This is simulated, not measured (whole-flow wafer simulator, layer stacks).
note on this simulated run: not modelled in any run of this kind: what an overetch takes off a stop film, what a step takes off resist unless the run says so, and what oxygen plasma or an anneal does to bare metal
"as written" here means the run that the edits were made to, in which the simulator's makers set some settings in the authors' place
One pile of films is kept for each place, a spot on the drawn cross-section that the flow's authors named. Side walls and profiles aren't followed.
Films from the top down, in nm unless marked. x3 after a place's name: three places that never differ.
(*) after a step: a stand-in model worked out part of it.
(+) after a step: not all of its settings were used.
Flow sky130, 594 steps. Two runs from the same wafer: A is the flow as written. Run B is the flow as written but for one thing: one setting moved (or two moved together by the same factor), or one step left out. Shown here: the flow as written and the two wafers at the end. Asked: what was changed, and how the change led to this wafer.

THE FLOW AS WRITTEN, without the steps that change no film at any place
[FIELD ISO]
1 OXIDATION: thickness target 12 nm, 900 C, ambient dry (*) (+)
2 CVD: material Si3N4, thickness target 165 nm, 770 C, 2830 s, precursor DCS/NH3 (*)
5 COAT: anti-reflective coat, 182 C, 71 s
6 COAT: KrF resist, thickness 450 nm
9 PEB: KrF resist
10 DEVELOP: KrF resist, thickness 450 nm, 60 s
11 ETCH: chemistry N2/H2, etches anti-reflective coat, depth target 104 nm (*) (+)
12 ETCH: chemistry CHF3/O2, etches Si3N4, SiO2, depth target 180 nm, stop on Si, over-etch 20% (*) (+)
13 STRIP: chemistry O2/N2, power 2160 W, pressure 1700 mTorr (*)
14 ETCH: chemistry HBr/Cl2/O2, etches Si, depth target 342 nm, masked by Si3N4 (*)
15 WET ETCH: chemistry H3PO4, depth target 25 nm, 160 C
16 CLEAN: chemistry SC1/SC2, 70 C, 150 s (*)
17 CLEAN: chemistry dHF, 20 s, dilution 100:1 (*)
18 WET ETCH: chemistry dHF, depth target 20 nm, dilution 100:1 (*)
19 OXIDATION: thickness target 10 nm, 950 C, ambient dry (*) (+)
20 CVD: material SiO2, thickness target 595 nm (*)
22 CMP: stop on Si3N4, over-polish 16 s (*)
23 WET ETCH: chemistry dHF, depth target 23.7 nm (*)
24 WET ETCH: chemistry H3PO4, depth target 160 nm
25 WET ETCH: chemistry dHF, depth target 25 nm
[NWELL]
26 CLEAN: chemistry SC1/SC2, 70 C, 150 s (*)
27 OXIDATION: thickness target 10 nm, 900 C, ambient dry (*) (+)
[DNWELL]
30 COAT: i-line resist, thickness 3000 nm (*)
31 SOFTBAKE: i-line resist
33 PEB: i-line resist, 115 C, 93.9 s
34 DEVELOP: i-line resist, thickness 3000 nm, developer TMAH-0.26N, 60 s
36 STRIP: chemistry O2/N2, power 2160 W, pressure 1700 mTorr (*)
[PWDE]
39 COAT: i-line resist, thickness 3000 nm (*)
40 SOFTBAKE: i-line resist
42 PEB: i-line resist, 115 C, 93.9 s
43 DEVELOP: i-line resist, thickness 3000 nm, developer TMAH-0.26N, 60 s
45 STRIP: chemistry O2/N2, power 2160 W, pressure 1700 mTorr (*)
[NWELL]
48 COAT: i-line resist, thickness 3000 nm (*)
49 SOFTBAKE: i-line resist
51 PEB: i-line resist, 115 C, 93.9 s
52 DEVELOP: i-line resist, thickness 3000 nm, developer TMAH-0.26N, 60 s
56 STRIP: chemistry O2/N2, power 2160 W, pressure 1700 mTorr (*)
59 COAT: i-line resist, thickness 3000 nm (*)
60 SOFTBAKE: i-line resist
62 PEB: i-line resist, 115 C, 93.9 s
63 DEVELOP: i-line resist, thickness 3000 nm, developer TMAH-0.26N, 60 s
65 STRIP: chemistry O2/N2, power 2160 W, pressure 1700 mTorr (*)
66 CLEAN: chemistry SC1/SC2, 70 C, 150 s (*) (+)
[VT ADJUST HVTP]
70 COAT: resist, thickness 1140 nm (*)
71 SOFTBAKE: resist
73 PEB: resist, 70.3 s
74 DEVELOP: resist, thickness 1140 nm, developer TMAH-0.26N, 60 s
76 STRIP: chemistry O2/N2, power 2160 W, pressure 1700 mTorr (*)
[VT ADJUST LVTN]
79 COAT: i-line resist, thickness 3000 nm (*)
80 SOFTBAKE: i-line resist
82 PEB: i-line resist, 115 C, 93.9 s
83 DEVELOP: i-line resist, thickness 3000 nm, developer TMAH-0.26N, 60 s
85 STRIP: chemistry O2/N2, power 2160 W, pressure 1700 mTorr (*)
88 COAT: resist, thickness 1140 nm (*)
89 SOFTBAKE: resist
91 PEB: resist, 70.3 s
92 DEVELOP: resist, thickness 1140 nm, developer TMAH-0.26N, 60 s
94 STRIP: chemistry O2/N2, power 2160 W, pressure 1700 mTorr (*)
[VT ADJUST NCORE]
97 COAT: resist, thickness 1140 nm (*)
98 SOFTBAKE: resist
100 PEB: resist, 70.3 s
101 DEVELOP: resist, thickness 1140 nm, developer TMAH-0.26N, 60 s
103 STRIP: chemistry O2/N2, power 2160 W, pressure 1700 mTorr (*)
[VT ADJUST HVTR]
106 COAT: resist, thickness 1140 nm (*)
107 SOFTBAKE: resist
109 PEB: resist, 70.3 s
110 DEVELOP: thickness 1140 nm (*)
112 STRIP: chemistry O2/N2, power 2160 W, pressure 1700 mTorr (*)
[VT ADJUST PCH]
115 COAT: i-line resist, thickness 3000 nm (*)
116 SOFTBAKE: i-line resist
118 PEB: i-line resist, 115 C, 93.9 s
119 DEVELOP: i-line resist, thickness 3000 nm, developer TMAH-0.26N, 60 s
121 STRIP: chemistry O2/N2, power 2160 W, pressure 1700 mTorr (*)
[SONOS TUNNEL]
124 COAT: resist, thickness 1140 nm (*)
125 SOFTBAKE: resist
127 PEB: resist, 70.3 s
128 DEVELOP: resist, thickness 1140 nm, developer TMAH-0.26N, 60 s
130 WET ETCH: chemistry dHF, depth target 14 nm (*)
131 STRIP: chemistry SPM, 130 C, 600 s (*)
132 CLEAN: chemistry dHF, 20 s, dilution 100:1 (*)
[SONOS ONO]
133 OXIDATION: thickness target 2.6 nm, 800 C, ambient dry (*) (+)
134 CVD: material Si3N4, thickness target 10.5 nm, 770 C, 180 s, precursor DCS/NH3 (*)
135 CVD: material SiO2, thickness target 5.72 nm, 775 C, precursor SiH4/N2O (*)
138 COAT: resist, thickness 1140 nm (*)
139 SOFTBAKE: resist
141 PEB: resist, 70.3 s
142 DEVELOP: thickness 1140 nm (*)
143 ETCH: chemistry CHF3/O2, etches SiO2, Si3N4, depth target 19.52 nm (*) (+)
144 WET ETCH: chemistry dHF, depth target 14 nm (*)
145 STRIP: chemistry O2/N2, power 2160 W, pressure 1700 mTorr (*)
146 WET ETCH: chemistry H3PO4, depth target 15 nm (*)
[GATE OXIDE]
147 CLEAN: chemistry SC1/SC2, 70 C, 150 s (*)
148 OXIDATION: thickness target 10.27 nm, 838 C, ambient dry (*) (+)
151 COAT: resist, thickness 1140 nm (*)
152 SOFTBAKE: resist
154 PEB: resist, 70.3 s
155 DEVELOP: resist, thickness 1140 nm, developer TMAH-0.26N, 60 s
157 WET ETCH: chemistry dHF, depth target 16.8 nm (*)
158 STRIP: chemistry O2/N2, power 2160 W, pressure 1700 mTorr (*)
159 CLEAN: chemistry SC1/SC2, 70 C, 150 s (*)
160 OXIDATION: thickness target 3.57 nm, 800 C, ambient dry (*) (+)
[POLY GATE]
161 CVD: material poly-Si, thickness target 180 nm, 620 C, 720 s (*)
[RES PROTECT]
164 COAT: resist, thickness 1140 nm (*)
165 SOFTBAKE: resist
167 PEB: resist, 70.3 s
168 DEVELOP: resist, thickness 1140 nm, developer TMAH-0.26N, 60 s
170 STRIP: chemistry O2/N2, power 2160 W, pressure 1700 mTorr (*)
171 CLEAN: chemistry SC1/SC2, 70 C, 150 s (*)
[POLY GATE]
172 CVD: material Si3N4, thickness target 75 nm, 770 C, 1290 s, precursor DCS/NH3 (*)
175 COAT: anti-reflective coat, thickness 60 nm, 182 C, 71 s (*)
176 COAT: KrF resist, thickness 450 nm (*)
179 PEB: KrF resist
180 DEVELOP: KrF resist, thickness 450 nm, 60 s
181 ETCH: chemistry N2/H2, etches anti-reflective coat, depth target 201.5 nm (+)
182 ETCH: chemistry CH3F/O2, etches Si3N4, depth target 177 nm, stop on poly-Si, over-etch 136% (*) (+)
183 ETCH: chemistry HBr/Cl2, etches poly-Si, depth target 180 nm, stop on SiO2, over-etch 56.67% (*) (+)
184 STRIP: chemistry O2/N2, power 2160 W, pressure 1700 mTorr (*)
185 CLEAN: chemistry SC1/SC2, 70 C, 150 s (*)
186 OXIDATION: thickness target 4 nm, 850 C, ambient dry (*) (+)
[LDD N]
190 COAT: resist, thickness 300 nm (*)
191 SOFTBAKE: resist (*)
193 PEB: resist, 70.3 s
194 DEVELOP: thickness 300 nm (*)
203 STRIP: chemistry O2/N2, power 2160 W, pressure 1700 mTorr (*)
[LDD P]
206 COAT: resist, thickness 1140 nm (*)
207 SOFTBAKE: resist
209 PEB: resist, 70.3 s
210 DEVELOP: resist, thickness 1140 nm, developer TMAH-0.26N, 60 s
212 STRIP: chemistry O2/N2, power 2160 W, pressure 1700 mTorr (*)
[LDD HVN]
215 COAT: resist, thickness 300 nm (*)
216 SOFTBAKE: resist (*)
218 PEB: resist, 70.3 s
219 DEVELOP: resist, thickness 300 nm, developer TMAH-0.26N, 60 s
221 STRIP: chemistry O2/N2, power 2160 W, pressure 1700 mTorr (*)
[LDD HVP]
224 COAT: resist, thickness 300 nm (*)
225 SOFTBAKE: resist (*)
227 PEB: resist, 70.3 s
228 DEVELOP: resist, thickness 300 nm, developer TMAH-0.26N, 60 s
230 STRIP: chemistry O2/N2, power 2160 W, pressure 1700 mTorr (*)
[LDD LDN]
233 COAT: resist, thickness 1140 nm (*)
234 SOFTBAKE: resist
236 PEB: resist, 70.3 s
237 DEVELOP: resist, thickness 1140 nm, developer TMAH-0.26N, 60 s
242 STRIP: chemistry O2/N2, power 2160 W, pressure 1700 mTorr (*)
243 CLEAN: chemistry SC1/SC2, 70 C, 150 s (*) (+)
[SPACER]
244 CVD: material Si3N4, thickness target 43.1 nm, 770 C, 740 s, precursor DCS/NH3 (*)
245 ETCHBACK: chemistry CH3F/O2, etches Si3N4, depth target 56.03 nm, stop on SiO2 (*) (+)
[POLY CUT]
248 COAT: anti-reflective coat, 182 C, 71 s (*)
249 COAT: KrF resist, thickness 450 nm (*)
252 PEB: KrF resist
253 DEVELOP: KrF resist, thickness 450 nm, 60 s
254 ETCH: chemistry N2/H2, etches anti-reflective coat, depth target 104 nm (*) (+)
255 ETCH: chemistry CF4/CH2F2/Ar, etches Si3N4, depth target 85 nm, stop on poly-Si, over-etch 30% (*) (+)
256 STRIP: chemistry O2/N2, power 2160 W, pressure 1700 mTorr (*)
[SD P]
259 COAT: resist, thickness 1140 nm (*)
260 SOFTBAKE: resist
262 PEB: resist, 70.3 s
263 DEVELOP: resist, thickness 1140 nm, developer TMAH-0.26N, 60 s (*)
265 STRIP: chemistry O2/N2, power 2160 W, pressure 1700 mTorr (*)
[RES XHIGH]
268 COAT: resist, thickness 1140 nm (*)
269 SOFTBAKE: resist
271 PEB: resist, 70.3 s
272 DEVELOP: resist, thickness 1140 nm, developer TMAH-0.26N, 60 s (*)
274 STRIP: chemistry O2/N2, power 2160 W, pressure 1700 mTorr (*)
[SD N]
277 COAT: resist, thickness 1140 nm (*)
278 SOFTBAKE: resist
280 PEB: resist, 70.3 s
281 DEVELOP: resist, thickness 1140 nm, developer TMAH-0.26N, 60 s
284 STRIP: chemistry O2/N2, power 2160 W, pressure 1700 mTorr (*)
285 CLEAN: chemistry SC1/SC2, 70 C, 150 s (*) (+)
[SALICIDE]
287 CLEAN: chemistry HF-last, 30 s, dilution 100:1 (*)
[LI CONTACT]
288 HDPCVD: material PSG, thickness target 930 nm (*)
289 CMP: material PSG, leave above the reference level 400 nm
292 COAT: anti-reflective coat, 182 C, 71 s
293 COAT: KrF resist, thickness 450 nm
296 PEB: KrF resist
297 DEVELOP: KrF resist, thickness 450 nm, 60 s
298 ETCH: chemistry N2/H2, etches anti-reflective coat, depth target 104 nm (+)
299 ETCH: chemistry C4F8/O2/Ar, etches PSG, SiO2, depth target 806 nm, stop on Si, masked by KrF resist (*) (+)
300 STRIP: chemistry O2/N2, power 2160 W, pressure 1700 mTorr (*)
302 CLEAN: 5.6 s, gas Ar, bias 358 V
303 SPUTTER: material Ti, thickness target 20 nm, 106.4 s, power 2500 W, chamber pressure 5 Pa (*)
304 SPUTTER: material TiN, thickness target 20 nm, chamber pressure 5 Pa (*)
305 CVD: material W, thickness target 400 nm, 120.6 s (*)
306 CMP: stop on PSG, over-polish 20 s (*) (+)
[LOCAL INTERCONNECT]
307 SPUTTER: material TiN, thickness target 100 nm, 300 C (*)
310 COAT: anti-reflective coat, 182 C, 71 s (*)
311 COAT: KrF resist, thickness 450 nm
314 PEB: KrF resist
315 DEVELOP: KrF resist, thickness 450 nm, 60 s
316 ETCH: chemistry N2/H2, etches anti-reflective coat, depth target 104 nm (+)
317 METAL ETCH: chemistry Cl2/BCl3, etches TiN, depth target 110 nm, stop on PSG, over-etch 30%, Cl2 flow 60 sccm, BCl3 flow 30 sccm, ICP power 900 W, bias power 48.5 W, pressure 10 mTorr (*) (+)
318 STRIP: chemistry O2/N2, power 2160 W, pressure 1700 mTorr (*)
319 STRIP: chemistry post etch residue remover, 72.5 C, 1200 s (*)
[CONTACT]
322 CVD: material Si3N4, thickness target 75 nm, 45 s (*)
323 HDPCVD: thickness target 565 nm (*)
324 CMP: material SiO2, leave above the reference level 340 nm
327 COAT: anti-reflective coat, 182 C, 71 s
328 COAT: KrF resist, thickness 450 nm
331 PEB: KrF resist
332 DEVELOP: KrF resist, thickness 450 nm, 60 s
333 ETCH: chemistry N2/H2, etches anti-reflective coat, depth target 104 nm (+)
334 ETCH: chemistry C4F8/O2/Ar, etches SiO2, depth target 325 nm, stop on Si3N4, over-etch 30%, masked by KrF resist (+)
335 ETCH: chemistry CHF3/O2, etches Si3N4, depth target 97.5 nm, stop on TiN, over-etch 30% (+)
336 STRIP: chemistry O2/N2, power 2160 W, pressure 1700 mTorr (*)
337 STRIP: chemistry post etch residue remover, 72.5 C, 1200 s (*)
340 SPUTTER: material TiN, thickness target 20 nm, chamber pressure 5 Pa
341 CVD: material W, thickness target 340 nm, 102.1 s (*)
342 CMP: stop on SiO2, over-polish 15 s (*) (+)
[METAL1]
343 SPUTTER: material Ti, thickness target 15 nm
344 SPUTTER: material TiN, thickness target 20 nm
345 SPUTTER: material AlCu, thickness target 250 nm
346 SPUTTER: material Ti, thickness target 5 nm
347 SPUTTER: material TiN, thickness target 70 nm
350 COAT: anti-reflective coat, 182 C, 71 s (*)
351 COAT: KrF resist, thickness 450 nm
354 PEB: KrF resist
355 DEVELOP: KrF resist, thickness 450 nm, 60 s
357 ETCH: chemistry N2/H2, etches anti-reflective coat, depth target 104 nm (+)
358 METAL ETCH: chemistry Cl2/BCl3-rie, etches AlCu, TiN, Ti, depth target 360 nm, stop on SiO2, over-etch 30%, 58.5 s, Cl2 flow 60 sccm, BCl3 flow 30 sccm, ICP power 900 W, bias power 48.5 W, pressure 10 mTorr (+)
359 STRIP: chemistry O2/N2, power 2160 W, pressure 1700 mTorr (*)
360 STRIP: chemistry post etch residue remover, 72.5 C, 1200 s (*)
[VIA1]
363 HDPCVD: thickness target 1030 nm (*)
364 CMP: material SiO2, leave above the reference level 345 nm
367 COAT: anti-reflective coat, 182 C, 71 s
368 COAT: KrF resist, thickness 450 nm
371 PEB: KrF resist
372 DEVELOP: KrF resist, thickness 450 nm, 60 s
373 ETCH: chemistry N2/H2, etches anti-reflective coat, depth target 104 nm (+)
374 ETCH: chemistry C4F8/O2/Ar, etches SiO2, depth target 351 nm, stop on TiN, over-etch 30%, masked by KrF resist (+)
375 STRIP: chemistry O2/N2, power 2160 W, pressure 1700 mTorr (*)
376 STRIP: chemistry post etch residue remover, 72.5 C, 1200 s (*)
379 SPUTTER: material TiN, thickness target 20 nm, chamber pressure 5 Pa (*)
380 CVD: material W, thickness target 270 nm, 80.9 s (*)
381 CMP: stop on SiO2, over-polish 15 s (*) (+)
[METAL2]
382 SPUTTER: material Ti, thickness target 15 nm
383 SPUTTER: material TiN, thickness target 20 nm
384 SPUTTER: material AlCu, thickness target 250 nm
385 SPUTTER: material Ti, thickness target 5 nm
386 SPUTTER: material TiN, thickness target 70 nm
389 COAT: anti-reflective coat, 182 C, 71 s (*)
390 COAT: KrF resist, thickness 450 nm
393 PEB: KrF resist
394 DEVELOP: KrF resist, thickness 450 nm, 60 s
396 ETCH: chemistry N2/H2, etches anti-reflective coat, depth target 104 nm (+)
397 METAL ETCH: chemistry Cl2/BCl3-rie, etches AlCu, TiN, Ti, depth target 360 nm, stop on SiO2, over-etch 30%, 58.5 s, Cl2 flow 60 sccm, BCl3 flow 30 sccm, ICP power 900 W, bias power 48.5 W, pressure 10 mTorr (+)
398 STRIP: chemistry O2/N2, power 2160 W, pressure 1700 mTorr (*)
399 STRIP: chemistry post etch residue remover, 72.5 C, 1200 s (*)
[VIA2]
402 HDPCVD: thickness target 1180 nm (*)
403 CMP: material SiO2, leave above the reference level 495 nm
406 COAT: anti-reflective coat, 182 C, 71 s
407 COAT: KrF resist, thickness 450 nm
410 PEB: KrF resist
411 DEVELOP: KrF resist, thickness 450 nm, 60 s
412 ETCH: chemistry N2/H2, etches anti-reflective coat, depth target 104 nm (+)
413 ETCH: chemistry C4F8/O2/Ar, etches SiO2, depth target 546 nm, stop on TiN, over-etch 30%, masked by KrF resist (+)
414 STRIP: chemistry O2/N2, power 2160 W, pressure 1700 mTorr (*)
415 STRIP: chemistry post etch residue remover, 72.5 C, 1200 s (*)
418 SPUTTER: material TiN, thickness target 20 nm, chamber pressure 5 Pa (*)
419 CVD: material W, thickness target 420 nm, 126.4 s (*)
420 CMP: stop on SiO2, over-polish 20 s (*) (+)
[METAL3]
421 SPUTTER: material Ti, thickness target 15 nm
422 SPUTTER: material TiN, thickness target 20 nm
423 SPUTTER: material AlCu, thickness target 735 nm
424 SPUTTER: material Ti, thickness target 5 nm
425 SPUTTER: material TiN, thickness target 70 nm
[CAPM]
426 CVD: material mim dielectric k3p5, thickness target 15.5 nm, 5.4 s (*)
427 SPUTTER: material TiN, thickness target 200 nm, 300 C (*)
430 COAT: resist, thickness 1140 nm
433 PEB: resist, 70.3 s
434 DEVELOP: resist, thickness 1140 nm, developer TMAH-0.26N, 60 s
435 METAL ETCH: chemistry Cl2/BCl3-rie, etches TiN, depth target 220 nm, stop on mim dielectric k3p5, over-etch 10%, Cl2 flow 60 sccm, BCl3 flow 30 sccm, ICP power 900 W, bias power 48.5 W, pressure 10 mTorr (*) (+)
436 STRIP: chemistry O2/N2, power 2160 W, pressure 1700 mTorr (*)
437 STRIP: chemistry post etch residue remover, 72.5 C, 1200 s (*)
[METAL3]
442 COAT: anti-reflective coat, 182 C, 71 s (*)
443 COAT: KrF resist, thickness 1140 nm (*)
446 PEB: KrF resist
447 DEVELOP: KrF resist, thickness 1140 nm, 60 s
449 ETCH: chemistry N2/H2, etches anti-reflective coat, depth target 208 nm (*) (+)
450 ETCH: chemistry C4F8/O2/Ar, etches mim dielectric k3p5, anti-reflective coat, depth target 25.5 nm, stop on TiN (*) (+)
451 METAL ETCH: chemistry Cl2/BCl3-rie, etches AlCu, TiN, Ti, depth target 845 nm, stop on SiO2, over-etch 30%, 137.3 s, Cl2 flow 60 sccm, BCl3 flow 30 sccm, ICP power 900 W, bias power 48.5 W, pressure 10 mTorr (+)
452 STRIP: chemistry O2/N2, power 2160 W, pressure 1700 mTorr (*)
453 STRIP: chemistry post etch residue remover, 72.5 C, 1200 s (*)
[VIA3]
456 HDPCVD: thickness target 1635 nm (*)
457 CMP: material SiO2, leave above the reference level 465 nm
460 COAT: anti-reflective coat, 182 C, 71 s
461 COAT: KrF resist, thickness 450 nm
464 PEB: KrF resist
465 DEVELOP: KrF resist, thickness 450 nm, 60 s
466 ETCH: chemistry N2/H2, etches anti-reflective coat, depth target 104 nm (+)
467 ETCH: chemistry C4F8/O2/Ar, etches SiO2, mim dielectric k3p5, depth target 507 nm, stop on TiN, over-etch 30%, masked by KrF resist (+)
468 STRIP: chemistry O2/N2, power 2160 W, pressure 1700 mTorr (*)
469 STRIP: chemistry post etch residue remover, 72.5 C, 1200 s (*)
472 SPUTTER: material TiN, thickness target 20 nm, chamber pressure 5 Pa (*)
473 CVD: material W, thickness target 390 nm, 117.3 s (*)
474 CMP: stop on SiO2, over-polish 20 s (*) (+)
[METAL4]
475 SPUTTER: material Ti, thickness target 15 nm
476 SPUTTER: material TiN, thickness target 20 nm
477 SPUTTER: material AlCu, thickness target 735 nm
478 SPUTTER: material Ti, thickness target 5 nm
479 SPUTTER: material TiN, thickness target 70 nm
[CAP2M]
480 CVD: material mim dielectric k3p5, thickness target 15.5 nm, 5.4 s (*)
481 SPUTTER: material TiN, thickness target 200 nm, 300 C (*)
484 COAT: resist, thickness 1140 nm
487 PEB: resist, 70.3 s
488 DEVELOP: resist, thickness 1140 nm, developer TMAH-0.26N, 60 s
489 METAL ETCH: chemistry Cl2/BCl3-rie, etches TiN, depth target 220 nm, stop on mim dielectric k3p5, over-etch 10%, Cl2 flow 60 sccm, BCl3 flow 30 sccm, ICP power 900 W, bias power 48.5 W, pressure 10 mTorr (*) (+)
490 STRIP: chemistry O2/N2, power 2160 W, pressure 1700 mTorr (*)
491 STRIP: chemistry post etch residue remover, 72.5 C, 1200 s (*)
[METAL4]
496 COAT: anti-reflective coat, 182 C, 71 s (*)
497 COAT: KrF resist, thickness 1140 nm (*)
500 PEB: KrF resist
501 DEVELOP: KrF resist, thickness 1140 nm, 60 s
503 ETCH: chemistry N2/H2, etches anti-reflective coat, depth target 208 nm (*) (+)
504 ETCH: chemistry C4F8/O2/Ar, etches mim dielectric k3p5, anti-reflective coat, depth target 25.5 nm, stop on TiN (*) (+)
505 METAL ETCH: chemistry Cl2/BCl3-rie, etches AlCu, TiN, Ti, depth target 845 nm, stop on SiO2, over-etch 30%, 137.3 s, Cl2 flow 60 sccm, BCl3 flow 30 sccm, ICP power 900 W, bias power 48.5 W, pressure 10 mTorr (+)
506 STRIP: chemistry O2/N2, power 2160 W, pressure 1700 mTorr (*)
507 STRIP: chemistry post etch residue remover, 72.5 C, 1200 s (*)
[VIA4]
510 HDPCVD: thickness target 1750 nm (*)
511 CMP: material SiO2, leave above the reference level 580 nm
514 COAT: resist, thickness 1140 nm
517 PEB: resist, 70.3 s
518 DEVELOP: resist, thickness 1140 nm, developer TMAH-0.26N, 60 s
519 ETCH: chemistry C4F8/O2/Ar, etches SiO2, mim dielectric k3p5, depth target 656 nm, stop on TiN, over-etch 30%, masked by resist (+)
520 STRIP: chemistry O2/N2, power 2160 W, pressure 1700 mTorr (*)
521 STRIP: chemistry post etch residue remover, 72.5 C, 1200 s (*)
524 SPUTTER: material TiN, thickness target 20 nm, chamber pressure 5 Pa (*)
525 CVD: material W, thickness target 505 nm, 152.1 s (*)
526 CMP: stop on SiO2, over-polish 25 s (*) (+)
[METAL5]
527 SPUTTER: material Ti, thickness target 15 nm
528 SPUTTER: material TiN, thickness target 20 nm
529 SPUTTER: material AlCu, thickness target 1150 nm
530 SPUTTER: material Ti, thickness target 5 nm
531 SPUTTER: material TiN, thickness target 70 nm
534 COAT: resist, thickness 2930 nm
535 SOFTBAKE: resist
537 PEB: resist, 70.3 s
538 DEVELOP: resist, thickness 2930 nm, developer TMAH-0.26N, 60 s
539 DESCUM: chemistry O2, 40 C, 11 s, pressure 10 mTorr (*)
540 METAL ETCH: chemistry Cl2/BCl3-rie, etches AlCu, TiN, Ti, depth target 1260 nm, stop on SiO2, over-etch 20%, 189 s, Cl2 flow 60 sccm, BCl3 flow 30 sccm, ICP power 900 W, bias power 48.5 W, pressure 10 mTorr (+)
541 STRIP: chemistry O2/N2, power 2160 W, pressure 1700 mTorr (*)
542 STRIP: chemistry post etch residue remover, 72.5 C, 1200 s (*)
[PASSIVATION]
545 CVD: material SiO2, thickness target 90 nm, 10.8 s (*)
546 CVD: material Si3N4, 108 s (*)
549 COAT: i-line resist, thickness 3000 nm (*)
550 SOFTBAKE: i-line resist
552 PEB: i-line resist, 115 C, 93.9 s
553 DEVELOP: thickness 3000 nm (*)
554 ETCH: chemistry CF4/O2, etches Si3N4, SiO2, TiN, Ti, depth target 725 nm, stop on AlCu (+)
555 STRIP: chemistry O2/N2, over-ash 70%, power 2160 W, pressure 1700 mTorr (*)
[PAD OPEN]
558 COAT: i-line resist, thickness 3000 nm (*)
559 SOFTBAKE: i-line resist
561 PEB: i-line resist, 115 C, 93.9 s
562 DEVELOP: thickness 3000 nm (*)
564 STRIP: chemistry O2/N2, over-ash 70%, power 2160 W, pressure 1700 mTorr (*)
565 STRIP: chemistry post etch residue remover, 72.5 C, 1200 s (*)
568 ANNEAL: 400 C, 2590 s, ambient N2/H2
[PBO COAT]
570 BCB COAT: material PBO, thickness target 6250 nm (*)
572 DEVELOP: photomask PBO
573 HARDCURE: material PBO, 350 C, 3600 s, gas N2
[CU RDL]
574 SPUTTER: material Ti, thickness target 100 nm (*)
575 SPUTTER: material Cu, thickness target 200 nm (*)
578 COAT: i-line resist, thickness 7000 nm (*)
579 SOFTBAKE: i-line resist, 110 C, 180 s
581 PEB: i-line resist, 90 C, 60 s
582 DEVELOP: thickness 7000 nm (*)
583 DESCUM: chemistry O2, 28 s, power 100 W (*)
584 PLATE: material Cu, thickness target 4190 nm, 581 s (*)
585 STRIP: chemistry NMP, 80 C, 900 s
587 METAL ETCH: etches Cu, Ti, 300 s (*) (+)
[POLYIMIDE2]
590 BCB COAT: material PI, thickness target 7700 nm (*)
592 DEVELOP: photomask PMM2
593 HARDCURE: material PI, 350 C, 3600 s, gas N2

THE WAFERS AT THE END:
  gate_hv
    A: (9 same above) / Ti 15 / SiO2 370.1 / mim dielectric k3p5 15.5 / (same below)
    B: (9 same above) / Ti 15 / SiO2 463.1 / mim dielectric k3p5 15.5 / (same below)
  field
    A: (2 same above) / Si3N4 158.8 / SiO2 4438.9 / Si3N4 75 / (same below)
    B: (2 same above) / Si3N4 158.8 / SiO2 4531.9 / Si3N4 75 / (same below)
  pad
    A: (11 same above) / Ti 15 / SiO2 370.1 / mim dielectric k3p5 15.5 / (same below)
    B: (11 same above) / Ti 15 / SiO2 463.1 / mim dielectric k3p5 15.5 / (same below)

The cause: step 457, CMP: leave above the reference level 558 nm was run, where the flow has leave above the reference level 465 nm.

How the change led to this, step by step:
  457 CMP: material SiO2, leave above the reference level 465 nm
      n_well, p_well, gate_hv and 99 more: A SiO2 -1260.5 | B SiO2 -1167.5
      field, active, gate and 82 more: A SiO2 -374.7 | B SiO2 -281.7
      (and at 5 more places)
  467 ETCH: chemistry C4F8/O2/Ar, etches SiO2, mim dielectric k3p5, depth target 507 nm, stop on TiN, over-etch 30%, masked by KrF resist (+)
      m1: A SiO2 -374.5 (all of it), mim dielectric k3p5 -15.5 (all of it) | B SiO2 -467.5 (all of it), mim dielectric k3p5 -15.5 (all of it)
      via3_hole: A SiO2 -373.9 (all of it), mim dielectric k3p5 -15.5 (all of it) | B SiO2 -466.9 (all of it), mim dielectric k3p5 -15.5 (all of it)
  472 SPUTTER: material TiN, thickness target 20 nm, chamber pressure 5 Pa (*)
      m1: A TiN +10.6 | B TiN +9.38
      via3_hole: A TiN +10.6 | B TiN +9.37
  473 CVD: material W, thickness target 390 nm, 117.3 s (*)
      m1: A W +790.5 (new film) | B W +884.7 (new film)
      via3_hole: A W +789.9 (new film) | B W +884 (new film)
